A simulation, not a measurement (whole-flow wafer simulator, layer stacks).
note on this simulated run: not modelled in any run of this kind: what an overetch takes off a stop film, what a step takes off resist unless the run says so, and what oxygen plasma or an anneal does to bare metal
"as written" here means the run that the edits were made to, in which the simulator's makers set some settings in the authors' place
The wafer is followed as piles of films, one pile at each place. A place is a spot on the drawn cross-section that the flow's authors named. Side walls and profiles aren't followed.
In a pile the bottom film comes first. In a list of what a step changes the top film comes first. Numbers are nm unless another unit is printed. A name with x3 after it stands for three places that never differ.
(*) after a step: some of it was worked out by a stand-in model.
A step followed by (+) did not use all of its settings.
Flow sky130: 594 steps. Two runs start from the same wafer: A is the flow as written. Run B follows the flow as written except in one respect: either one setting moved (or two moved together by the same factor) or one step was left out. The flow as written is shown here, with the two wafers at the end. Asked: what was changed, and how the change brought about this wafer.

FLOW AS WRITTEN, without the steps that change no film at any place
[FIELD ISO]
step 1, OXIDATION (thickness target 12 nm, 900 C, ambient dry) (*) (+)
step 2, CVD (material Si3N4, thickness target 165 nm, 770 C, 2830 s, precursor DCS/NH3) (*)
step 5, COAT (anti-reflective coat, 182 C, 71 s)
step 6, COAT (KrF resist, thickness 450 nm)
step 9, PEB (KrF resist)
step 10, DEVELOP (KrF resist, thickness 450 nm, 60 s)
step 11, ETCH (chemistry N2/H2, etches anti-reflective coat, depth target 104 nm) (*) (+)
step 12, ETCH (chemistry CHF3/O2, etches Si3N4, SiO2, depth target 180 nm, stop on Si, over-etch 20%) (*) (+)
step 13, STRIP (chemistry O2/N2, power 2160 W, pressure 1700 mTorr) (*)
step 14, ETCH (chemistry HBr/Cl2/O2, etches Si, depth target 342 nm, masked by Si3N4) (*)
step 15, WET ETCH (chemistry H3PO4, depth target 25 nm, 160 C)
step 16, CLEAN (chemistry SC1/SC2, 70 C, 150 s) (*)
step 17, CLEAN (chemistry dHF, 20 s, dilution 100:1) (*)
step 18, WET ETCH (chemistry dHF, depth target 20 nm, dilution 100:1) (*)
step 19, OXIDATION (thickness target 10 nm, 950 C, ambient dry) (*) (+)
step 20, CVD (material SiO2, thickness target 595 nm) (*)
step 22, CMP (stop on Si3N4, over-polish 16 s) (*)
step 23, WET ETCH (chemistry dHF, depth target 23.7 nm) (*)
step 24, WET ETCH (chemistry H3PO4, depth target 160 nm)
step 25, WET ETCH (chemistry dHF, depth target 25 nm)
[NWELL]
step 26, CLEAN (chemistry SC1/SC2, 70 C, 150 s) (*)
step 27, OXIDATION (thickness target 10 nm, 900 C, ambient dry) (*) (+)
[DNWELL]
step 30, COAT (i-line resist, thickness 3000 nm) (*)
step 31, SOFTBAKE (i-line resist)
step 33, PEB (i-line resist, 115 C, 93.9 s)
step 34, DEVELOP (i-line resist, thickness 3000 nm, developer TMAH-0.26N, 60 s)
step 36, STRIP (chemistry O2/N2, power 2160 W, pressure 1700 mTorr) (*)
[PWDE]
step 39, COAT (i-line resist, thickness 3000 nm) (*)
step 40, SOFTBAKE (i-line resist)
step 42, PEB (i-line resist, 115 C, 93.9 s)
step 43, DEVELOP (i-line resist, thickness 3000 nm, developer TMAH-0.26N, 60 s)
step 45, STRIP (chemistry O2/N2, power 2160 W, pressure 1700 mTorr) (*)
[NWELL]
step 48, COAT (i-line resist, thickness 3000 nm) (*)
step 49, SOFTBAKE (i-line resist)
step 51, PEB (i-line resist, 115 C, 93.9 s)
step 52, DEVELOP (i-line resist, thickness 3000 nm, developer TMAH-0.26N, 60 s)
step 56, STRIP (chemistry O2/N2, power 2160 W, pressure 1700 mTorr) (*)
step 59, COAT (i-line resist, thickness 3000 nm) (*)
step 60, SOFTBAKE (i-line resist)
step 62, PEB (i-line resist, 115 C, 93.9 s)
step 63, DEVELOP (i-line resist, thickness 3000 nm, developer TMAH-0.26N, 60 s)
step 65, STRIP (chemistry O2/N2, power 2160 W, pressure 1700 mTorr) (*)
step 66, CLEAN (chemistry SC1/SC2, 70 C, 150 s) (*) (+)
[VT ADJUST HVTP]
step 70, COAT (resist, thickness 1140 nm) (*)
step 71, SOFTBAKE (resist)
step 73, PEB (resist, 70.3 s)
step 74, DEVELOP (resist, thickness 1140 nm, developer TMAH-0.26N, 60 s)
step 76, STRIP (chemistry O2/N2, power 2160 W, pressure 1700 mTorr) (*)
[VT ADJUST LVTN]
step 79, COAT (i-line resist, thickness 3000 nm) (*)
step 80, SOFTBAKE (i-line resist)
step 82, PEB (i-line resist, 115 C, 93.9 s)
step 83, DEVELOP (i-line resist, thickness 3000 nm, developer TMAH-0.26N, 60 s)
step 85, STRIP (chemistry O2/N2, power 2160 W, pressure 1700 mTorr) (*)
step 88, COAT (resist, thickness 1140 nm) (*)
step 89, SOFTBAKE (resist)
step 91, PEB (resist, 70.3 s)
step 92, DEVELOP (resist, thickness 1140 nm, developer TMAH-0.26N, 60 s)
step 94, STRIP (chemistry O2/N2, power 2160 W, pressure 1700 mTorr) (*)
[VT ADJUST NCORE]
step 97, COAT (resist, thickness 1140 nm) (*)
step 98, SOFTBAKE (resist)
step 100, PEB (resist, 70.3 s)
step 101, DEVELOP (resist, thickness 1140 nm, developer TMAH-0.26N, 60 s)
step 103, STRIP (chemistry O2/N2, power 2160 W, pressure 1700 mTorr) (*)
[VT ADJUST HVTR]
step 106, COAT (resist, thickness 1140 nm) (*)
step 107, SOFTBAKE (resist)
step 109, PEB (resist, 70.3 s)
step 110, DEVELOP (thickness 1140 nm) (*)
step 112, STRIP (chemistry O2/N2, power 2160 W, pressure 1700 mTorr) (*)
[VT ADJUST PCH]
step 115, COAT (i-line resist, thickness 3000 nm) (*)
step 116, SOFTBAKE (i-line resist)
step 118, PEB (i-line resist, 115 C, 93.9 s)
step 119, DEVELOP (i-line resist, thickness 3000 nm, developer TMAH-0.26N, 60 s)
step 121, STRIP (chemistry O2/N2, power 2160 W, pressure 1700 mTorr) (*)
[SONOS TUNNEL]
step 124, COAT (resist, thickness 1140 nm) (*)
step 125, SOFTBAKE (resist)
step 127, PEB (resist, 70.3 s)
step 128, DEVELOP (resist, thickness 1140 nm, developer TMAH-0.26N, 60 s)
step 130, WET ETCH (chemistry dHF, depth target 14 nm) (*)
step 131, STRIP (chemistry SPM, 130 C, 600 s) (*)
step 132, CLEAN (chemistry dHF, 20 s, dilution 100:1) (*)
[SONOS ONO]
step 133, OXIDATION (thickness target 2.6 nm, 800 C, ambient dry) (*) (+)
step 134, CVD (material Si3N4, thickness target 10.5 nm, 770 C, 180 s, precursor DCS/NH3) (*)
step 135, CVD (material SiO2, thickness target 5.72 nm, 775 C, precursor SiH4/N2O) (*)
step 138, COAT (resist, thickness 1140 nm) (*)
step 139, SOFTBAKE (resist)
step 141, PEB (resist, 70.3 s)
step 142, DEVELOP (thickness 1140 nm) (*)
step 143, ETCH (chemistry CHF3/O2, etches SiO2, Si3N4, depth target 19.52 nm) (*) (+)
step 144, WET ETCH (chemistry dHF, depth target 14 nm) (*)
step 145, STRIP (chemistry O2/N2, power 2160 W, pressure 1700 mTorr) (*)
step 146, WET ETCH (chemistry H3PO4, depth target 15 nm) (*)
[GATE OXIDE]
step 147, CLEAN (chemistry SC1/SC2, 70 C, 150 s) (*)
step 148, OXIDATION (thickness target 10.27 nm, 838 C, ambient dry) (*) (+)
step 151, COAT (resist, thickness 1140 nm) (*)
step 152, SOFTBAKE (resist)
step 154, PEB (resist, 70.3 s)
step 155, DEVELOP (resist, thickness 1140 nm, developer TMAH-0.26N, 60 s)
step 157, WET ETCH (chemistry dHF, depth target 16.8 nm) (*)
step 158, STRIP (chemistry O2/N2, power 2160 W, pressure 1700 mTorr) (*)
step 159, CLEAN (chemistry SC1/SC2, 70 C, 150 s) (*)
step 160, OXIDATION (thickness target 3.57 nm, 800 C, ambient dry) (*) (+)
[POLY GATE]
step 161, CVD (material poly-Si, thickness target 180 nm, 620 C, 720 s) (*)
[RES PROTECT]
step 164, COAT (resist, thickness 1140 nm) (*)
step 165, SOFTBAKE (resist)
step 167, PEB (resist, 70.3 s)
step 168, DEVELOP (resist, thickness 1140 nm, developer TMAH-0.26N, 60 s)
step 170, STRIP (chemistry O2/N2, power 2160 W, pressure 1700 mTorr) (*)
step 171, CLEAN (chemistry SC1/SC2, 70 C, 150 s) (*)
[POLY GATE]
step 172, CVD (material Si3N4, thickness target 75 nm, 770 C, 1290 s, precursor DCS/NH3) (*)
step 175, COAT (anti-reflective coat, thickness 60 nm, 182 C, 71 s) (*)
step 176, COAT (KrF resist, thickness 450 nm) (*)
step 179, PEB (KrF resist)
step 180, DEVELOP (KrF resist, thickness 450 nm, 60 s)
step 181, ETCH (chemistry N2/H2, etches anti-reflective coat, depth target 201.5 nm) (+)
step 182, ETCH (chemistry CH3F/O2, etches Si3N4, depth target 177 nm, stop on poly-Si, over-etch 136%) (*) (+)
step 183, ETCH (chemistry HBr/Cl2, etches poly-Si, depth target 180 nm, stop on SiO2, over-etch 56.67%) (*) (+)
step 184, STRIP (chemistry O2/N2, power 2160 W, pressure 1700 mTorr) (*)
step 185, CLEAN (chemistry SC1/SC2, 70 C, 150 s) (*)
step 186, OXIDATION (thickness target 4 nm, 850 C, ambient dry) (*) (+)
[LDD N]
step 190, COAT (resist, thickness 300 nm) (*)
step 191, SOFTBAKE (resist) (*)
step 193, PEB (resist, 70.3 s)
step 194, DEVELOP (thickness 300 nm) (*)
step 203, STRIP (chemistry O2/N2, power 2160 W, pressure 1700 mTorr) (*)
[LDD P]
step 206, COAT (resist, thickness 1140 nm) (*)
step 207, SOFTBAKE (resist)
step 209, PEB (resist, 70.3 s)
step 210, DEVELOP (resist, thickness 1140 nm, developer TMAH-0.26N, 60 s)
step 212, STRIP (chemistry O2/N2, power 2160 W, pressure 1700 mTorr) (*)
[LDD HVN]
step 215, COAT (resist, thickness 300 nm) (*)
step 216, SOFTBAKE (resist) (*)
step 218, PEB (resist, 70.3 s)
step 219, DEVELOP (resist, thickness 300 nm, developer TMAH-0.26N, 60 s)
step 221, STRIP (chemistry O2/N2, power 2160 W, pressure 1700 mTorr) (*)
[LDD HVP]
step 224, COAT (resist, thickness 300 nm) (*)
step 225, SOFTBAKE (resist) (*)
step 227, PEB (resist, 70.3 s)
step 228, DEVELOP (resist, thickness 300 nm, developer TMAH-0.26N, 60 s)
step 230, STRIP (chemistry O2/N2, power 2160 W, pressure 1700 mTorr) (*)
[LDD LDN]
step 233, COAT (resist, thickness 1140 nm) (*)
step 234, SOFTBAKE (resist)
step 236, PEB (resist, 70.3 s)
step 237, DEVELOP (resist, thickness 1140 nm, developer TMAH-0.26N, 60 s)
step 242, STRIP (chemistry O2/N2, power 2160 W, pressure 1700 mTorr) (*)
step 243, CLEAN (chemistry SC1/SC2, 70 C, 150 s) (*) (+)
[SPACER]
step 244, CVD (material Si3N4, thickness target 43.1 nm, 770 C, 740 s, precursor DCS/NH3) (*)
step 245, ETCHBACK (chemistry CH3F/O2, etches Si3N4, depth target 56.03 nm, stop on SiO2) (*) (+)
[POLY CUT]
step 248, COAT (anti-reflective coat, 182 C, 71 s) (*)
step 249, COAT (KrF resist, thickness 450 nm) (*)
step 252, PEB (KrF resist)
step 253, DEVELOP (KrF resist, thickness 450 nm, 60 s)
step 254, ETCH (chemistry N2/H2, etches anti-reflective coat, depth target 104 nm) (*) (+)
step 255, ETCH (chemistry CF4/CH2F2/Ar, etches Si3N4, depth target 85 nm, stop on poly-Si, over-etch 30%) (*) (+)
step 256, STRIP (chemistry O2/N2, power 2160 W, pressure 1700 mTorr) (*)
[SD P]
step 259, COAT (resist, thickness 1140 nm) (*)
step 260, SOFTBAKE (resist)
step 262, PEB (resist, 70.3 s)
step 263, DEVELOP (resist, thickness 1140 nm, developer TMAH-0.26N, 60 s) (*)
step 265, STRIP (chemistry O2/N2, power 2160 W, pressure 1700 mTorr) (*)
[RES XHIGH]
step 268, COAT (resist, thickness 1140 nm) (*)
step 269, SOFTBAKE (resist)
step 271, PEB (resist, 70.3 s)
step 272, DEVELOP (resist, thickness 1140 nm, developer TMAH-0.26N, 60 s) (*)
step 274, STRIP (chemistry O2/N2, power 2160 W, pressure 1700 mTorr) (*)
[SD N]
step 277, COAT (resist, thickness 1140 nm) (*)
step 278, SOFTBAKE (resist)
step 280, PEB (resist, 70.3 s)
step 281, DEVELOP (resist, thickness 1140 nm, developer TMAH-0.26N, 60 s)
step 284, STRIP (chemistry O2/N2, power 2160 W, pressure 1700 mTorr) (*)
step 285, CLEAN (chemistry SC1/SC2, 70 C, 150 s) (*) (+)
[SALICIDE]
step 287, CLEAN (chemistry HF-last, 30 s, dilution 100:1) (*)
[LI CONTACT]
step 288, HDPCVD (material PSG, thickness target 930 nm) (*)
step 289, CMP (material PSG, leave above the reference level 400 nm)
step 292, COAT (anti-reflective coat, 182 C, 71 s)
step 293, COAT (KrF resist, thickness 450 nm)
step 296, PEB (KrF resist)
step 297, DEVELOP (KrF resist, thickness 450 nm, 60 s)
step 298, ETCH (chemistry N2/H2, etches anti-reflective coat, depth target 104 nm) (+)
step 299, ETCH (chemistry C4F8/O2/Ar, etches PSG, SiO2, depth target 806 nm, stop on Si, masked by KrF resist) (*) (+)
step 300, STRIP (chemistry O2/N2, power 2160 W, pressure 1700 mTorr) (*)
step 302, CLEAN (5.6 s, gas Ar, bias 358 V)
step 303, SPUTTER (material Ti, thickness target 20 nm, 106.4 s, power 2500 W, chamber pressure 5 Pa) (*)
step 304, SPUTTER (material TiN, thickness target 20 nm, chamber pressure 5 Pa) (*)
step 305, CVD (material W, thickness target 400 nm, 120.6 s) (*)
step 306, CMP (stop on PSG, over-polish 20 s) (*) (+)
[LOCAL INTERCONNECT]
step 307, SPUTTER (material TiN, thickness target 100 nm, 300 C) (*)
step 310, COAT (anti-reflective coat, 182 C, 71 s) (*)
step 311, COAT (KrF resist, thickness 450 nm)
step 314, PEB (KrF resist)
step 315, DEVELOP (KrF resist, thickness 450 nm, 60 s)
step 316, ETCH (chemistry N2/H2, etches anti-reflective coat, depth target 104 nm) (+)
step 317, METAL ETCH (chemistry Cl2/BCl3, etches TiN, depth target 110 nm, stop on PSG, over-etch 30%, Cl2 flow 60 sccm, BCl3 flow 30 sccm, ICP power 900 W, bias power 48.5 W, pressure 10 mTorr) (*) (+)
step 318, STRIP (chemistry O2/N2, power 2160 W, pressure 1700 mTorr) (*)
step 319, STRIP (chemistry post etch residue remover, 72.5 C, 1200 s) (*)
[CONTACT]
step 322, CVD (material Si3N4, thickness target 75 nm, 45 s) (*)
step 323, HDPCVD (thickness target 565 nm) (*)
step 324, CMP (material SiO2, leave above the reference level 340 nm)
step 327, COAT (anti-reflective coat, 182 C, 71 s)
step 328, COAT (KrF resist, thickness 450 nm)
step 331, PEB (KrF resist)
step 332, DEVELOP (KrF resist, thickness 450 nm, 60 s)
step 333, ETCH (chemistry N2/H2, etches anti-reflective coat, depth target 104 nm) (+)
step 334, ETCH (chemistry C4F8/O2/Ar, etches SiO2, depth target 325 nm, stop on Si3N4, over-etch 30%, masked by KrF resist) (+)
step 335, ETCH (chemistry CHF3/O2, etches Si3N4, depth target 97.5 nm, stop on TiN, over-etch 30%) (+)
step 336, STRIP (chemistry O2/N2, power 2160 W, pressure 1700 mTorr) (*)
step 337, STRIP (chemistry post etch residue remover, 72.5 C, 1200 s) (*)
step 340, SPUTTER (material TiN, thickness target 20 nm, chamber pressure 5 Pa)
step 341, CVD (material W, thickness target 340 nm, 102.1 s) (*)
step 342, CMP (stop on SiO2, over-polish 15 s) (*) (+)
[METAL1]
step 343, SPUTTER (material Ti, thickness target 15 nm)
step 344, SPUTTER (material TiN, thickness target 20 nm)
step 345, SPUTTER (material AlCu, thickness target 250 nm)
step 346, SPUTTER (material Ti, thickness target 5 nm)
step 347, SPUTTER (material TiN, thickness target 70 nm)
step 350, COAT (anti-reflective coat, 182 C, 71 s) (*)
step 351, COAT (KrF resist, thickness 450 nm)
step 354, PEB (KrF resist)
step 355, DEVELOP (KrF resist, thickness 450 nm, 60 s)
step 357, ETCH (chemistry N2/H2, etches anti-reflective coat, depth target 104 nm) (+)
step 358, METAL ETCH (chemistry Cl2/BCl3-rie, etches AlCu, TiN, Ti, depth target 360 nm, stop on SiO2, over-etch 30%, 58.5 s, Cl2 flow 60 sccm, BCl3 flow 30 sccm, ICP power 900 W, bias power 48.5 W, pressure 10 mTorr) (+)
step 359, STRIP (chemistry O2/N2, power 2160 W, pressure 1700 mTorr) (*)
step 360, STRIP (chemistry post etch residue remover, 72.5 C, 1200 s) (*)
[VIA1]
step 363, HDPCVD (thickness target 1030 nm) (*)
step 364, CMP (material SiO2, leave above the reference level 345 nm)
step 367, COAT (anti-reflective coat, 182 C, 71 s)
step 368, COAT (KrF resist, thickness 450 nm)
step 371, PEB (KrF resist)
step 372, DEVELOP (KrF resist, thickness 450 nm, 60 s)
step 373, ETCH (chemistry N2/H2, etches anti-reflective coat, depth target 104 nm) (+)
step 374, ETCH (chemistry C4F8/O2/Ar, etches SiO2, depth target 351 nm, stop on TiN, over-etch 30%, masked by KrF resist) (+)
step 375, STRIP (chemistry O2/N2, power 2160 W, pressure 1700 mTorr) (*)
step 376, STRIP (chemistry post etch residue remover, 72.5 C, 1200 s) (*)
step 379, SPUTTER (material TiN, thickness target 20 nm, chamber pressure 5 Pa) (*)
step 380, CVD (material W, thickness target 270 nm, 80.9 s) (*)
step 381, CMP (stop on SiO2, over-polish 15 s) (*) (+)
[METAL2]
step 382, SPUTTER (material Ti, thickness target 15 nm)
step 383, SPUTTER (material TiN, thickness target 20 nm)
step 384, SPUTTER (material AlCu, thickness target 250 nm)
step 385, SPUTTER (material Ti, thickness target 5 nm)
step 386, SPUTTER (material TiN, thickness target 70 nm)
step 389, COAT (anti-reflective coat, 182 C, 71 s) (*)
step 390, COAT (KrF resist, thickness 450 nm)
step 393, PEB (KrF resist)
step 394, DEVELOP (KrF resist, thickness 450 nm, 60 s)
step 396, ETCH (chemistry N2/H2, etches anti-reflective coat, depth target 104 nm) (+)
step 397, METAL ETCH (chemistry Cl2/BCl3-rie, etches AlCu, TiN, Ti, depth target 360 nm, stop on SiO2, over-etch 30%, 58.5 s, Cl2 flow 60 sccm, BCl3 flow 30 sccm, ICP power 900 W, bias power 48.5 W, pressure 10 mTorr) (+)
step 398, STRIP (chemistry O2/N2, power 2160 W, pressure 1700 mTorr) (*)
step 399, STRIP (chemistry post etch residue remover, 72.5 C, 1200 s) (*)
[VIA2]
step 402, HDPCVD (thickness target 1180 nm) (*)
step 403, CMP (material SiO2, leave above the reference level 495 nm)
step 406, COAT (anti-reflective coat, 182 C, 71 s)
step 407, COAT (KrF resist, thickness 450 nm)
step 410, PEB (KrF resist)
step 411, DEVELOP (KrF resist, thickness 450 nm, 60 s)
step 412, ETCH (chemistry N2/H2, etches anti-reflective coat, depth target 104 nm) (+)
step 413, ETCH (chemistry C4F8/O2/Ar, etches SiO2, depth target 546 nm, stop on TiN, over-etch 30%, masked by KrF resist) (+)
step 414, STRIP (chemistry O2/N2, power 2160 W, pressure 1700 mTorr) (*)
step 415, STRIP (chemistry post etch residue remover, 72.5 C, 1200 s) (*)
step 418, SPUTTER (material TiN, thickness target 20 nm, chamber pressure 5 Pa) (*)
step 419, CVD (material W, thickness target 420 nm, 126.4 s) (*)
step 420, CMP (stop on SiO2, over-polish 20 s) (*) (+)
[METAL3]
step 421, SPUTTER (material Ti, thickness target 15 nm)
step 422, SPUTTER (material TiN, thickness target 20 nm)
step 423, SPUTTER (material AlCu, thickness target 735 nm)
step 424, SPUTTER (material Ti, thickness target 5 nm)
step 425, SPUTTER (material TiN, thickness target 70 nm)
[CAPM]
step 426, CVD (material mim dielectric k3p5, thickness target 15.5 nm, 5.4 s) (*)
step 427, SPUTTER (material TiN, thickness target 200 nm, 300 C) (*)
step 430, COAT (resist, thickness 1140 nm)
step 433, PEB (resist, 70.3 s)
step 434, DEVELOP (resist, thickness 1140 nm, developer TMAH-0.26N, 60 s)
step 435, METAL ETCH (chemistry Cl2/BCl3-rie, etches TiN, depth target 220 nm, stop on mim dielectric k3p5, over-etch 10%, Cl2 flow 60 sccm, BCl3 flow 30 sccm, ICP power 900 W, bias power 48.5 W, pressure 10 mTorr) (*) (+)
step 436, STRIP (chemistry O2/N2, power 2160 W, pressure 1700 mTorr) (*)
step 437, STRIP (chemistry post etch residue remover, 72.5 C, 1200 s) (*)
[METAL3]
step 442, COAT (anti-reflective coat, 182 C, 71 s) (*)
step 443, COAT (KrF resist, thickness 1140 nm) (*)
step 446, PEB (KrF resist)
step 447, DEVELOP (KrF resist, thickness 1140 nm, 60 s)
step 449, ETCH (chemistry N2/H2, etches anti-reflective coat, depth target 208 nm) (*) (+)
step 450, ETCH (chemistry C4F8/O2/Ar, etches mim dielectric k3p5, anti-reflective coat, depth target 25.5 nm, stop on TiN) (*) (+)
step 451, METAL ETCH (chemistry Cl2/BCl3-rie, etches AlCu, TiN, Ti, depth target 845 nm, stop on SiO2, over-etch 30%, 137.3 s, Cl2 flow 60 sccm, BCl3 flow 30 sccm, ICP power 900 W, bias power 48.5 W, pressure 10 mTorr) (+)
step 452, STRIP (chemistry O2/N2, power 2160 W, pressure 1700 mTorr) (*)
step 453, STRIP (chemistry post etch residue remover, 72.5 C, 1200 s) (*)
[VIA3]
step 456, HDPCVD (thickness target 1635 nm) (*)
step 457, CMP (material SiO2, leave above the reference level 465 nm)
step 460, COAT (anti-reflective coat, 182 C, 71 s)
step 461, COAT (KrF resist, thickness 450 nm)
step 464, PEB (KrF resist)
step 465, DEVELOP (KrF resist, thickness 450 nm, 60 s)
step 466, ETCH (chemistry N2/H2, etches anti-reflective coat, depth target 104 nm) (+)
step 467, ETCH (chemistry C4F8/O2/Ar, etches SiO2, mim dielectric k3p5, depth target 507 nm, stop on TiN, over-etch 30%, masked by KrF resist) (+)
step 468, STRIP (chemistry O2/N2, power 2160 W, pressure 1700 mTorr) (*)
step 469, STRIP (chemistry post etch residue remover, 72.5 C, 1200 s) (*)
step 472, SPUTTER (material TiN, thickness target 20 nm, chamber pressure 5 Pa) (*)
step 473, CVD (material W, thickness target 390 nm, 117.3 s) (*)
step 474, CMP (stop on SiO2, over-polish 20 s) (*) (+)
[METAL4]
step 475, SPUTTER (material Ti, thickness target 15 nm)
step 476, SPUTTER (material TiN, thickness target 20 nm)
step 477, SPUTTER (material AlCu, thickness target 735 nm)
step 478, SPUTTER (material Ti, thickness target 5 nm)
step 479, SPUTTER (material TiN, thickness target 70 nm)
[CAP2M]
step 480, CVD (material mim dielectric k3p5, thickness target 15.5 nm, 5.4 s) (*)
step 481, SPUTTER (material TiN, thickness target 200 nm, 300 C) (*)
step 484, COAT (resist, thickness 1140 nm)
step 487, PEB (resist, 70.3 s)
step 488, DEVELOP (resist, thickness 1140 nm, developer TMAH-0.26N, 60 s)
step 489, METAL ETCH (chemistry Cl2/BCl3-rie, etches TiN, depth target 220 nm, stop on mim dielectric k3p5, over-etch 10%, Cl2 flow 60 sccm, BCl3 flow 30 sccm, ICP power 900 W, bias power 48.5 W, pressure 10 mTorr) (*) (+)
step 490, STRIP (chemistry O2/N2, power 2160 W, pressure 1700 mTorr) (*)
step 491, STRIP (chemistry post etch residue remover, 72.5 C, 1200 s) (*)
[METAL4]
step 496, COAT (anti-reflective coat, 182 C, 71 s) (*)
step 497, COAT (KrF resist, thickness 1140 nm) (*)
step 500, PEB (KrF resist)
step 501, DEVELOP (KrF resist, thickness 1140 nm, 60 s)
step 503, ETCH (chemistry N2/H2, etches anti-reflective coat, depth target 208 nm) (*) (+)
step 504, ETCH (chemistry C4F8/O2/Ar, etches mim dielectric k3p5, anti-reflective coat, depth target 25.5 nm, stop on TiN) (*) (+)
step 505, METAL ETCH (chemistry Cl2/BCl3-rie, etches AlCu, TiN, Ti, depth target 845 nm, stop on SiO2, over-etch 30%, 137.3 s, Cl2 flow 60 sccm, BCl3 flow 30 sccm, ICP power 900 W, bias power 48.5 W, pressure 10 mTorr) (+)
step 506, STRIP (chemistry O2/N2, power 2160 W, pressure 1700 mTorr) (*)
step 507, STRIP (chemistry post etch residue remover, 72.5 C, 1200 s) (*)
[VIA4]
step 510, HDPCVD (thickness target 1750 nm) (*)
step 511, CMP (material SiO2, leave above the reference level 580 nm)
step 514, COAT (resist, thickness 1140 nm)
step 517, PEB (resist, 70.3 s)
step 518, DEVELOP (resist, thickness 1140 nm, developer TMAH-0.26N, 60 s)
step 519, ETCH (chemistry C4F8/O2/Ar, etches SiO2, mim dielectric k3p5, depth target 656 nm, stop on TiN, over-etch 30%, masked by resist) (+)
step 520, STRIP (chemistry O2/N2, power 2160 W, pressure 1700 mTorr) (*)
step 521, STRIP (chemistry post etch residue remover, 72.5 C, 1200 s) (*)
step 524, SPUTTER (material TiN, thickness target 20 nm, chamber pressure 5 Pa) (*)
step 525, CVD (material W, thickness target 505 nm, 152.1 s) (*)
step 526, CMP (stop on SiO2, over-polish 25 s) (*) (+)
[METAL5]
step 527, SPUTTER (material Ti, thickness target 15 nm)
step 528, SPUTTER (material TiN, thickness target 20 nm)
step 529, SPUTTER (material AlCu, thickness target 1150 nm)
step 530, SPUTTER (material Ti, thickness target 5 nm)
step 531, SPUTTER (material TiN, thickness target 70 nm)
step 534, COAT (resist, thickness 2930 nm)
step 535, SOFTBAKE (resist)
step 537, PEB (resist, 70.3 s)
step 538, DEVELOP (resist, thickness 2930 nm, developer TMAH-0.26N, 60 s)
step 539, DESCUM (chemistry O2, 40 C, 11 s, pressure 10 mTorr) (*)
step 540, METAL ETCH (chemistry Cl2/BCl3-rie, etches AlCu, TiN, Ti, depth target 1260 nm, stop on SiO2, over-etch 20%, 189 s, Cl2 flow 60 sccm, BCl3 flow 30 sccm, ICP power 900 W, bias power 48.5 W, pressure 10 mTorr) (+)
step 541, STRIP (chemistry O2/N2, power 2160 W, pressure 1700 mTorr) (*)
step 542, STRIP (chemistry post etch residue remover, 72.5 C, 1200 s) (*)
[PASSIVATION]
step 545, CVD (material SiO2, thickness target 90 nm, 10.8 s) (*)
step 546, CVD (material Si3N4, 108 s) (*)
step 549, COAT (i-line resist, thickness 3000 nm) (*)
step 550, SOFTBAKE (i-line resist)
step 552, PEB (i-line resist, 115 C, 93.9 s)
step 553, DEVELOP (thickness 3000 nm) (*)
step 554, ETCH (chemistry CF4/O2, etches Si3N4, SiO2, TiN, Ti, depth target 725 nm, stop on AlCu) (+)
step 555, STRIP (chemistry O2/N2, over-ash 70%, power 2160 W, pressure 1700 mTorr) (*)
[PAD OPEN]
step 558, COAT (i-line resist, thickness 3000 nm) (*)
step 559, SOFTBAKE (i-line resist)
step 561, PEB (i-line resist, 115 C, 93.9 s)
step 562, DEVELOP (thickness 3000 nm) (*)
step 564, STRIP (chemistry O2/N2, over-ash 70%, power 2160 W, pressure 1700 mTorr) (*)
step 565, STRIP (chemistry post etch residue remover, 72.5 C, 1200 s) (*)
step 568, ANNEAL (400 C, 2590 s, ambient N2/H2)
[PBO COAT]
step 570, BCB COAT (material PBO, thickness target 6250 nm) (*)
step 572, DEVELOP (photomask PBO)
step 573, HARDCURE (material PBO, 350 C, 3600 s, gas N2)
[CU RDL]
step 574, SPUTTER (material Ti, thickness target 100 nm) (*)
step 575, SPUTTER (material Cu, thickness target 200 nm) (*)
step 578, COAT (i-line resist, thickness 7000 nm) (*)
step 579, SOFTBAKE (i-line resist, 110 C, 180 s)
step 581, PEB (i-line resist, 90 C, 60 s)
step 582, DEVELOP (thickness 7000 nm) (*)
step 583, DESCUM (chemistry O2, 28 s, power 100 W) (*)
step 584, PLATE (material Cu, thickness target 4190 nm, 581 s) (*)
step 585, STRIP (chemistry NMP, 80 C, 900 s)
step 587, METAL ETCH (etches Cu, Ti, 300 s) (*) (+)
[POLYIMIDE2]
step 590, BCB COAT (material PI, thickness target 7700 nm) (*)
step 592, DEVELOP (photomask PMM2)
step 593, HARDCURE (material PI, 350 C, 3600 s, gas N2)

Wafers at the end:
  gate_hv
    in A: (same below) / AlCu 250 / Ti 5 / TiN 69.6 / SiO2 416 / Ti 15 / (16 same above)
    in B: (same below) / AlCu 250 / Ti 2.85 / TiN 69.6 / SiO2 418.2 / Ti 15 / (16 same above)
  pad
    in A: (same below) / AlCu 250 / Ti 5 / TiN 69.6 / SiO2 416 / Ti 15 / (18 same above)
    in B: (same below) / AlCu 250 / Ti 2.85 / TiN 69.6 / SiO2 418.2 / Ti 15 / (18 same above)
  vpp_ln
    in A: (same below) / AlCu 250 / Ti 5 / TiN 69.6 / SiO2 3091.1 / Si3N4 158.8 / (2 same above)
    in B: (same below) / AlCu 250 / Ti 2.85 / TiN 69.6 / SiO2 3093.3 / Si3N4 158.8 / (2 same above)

Cause: step 385, SPUTTER: thickness target 2.85 nm was run, whereas the flow has thickness target 5 nm.
The wafer itself shows it: gate_hv has Ti 2.85, and step 385 as written asks for 5 nm.

How this came from the change, step by step:
  step 385, SPUTTER (material Ti, thickness target 5 nm)
      field, active, n_well and 188 more: A +5 Ti (new film) | B +2.85 Ti (new film)
  step 397, METAL ETCH (chemistry Cl2/BCl3-rie, etches AlCu, TiN, Ti, depth target 360 nm, stop on SiO2, over-etch 30%, 58.5 s, Cl2 flow 60 sccm, BCl3 flow 30 sccm, ICP power 900 W, bias power 48.5 W, pressure 10 mTorr) (+)
      field, active, gate and 82 more: A -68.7 TiN (all of it), -5 Ti (all of it), -250 AlCu (all of it), -20 TiN (all of it), -15 Ti (all of it), -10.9 SiO2 | B -68.7 TiN (all of it), -2.85 Ti (all of it), -250 AlCu (all of it), -20 TiN (all of it), -15 Ti (all of it), -11.1 SiO2
